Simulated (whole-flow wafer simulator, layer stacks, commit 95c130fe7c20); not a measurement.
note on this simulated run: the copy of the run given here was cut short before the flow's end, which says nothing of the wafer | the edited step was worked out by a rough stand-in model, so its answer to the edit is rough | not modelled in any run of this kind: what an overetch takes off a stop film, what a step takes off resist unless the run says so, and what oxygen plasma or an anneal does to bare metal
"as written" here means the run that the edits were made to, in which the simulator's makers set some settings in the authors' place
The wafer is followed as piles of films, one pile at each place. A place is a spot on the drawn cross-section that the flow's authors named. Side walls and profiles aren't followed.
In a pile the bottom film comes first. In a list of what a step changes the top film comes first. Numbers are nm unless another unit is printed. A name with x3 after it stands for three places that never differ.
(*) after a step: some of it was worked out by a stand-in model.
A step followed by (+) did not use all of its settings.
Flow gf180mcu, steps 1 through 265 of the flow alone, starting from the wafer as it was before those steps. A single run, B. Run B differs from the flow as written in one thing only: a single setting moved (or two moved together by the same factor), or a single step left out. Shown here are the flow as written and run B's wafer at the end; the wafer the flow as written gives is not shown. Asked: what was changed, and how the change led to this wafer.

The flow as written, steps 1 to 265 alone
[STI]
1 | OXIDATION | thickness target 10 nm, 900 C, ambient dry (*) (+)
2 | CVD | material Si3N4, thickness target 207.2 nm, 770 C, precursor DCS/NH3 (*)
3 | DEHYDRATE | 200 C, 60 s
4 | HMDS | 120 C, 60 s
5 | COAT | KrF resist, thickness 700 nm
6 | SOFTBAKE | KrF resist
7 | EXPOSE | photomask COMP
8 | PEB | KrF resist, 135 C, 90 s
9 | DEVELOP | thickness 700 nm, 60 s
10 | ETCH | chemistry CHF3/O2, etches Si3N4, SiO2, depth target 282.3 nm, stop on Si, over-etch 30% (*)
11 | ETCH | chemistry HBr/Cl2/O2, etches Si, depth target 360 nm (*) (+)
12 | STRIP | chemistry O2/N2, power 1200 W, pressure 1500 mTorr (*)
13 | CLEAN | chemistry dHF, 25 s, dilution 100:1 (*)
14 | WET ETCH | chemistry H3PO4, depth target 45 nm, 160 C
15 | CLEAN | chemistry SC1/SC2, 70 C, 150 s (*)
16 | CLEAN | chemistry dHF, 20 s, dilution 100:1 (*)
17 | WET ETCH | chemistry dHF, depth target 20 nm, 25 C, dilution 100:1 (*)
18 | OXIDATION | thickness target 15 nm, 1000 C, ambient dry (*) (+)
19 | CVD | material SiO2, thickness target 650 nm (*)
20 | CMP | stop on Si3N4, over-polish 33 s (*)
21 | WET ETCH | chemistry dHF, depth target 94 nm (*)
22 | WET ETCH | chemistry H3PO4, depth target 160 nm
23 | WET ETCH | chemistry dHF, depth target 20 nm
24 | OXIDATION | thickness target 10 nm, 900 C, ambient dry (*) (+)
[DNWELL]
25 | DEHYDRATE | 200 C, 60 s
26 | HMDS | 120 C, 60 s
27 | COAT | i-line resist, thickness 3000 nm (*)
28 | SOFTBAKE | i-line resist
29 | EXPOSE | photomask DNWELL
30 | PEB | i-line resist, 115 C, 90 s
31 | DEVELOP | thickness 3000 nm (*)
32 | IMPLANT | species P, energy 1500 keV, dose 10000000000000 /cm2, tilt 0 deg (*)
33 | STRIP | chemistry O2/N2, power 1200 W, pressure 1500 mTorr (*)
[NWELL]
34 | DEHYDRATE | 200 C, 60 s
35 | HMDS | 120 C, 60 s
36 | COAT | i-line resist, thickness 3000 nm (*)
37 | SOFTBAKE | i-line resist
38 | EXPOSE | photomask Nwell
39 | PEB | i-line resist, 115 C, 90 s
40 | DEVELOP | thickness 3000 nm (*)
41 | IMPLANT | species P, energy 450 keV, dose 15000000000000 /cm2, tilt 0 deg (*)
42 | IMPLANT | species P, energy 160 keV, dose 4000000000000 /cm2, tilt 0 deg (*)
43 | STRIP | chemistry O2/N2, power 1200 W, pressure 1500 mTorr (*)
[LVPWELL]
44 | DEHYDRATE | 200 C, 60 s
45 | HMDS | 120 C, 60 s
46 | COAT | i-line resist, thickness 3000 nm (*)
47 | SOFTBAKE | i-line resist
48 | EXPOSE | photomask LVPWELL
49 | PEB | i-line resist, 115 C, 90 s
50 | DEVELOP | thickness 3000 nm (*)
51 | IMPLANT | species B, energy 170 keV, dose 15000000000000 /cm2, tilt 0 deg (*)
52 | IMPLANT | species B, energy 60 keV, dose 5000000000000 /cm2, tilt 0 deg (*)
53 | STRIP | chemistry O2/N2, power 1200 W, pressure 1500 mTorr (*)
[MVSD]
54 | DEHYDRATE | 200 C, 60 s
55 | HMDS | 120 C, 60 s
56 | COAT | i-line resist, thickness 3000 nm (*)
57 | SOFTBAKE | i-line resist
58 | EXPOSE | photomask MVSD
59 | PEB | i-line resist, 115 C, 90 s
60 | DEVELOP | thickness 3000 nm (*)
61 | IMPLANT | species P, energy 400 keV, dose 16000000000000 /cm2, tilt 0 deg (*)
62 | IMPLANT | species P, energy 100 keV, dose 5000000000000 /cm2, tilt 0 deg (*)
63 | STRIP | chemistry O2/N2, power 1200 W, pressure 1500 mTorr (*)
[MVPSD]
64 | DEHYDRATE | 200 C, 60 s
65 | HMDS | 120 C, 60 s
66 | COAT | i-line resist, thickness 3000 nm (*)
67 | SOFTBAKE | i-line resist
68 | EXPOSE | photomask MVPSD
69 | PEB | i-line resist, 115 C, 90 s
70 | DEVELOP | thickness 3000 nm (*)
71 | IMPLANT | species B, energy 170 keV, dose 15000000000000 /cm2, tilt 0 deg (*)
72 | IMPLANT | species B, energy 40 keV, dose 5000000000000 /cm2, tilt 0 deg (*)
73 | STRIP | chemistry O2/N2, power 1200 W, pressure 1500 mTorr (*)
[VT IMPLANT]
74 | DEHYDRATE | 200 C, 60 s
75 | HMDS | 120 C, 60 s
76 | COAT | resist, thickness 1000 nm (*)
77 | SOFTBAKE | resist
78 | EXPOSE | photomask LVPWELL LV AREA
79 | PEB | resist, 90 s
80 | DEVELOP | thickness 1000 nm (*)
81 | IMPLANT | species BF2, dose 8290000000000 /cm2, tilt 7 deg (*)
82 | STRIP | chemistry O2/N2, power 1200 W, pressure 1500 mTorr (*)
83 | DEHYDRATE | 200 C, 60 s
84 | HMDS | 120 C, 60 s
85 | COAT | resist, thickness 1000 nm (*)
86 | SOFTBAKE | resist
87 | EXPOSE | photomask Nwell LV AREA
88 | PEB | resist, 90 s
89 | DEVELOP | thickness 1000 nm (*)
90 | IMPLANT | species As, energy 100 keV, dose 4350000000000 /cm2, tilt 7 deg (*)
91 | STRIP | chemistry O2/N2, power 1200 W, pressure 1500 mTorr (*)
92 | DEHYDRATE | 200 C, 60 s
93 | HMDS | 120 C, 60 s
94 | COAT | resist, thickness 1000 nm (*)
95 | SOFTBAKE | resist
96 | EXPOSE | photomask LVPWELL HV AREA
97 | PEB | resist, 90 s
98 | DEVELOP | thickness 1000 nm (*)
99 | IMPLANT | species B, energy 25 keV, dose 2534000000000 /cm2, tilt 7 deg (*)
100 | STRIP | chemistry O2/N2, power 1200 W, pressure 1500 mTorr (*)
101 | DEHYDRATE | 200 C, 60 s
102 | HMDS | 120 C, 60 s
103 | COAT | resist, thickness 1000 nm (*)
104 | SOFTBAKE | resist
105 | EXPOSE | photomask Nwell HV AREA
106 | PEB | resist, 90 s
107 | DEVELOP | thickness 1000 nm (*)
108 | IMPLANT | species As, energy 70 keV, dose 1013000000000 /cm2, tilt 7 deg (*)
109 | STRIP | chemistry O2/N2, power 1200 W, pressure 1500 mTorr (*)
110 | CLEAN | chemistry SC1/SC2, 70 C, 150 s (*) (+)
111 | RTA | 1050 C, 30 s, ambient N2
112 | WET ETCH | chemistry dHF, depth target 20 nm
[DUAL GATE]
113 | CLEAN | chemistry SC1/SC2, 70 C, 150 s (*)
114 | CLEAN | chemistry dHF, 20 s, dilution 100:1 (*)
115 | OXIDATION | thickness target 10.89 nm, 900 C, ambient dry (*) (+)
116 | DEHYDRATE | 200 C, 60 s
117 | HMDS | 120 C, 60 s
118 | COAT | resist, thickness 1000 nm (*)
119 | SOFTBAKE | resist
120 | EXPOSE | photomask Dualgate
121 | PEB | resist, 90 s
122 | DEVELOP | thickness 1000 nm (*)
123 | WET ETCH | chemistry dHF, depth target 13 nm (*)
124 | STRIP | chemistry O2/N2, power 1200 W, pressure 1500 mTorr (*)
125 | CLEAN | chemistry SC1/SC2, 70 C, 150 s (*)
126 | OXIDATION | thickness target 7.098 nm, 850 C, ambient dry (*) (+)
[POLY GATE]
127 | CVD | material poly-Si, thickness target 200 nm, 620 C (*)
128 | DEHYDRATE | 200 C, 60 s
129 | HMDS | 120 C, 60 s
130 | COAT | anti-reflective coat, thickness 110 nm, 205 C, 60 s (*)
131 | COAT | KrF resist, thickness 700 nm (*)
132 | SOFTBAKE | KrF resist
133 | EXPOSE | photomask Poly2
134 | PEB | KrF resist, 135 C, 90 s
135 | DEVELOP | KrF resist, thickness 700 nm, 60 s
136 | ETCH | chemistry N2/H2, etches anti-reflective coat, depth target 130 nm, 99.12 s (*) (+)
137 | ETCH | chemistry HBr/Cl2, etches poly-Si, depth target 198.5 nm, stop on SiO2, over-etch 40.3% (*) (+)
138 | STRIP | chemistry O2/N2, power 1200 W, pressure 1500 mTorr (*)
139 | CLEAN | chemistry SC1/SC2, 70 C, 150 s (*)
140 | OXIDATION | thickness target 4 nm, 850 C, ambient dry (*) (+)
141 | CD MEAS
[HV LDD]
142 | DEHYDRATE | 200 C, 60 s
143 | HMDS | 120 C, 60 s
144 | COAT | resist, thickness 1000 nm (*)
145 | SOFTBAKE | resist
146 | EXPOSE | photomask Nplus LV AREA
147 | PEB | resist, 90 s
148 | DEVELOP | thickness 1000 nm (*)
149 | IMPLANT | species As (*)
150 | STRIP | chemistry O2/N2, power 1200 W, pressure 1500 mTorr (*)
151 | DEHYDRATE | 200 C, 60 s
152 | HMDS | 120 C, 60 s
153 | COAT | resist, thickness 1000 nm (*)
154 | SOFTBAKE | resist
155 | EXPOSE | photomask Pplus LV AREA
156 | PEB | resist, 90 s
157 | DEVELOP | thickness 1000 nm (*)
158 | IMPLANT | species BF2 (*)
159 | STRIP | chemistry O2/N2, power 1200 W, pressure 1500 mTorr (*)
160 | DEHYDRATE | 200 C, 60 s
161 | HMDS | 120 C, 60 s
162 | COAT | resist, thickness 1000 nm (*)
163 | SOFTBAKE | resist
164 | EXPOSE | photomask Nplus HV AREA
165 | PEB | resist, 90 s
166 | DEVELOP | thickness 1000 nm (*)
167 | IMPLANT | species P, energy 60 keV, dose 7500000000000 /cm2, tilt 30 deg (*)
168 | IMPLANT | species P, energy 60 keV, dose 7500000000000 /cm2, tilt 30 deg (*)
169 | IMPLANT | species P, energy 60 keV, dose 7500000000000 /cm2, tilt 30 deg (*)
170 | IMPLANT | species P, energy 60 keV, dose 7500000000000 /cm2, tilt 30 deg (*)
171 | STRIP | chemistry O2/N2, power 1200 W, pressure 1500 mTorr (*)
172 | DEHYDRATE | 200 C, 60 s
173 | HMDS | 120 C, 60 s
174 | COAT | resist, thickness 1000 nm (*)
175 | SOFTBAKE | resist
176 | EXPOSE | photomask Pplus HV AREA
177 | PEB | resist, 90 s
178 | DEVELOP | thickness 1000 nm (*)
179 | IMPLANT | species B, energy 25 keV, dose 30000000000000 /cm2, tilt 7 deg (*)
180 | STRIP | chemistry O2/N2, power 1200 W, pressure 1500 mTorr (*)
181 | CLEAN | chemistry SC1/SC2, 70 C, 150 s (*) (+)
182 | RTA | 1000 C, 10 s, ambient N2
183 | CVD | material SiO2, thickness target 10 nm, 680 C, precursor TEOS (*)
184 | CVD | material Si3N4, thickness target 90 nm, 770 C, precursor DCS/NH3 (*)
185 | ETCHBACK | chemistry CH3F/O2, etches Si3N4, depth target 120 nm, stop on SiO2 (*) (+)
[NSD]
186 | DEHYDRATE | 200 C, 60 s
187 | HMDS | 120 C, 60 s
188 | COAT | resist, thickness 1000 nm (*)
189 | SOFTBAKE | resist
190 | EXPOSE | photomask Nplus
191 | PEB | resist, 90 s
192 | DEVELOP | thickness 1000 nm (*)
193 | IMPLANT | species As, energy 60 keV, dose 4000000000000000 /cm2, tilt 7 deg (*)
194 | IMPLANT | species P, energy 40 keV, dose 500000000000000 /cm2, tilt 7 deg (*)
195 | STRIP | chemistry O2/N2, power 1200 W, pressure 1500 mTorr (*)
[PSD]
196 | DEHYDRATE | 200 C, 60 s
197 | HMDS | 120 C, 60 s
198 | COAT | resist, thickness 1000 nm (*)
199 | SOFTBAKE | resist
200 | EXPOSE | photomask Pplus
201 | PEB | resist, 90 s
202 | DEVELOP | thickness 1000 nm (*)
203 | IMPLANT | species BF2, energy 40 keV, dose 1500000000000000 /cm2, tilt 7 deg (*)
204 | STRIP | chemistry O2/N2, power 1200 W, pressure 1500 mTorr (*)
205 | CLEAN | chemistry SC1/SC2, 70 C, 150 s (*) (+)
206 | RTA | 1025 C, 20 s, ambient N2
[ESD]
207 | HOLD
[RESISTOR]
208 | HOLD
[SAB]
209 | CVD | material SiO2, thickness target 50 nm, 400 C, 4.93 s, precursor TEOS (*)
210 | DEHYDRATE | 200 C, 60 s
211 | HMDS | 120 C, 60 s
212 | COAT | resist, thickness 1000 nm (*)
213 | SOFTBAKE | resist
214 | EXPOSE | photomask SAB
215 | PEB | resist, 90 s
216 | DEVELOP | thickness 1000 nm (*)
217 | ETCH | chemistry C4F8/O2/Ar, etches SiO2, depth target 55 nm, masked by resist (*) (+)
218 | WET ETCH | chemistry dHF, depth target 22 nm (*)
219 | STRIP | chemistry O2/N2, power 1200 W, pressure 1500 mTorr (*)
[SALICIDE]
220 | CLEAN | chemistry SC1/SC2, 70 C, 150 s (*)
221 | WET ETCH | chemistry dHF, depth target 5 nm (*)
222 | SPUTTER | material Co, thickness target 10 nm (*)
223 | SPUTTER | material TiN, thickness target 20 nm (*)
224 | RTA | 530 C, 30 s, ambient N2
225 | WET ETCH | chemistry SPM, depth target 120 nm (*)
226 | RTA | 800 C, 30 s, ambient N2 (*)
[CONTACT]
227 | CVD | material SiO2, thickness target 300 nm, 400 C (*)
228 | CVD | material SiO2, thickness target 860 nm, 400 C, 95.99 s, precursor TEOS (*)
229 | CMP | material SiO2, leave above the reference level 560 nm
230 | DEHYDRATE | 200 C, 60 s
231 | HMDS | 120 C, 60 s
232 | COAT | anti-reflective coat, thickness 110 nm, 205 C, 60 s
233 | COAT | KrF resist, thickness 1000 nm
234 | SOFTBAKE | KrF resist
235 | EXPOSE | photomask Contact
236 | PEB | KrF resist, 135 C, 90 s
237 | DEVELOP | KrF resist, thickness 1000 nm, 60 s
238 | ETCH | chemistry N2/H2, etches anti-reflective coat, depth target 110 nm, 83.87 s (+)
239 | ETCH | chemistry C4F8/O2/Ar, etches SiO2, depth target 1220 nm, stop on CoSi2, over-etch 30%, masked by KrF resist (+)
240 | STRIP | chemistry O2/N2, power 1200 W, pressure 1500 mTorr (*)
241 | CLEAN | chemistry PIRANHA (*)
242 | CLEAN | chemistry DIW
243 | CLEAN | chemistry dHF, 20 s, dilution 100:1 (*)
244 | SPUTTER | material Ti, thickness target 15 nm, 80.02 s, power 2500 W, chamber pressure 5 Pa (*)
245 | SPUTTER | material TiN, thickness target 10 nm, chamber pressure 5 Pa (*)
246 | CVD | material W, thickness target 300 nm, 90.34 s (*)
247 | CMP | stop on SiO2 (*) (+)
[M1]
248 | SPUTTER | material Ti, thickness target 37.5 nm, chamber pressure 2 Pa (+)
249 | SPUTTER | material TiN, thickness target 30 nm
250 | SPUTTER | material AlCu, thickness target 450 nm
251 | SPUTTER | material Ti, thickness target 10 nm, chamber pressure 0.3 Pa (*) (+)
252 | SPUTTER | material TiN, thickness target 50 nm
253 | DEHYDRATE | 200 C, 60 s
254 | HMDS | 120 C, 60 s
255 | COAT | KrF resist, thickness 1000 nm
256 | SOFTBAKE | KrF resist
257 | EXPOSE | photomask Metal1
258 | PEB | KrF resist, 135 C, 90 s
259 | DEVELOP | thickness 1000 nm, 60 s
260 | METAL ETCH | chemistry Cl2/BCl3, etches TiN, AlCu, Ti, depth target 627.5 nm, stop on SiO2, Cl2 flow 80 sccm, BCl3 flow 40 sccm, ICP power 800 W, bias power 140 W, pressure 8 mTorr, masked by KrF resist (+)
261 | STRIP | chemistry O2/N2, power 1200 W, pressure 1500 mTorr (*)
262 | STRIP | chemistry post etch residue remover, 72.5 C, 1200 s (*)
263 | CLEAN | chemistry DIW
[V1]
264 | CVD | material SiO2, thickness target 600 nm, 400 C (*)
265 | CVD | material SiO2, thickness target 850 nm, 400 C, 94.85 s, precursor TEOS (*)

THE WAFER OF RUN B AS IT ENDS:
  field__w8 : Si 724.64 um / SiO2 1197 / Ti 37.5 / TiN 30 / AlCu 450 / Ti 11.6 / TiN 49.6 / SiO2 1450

Cause: step 251, SPUTTER: thickness target 11.6 nm was run, while the flow as written has thickness target 10 nm.
The wafer lets one read it off: field__w8 has Ti 11.6, and step 251 as written asks for 10 nm.

The path from the change to this, step by step:
  251 | SPUTTER | material Ti, thickness target 10 nm, chamber pressure 0.3 Pa (*) (+)
      field, field__w1, field__w2 and 108 more: Ti gains 11.6 (new film) (it would be, as written: Ti gains 10 (new film))
  260 | METAL ETCH | chemistry Cl2/BCl3, etches TiN, AlCu, Ti, depth target 627.5 nm, stop on SiO2, Cl2 flow 80 sccm, BCl3 flow 40 sccm, ICP power 800 W, bias power 140 W, pressure 8 mTorr, masked by KrF resist (+)
      field, field__w1, field__w2 and 99 more: TiN loses 50 (all of it), Ti loses 11.6 (all of it), AlCu loses 450 (all of it), TiN loses 30 (all of it), Ti loses 37.5 (all of it) (it would be, as written: TiN loses 50 (all of it), Ti loses 10 (all of it), AlCu loses 450 (all of it), TiN loses 30 (all of it), Ti loses 37.5 (all of it))
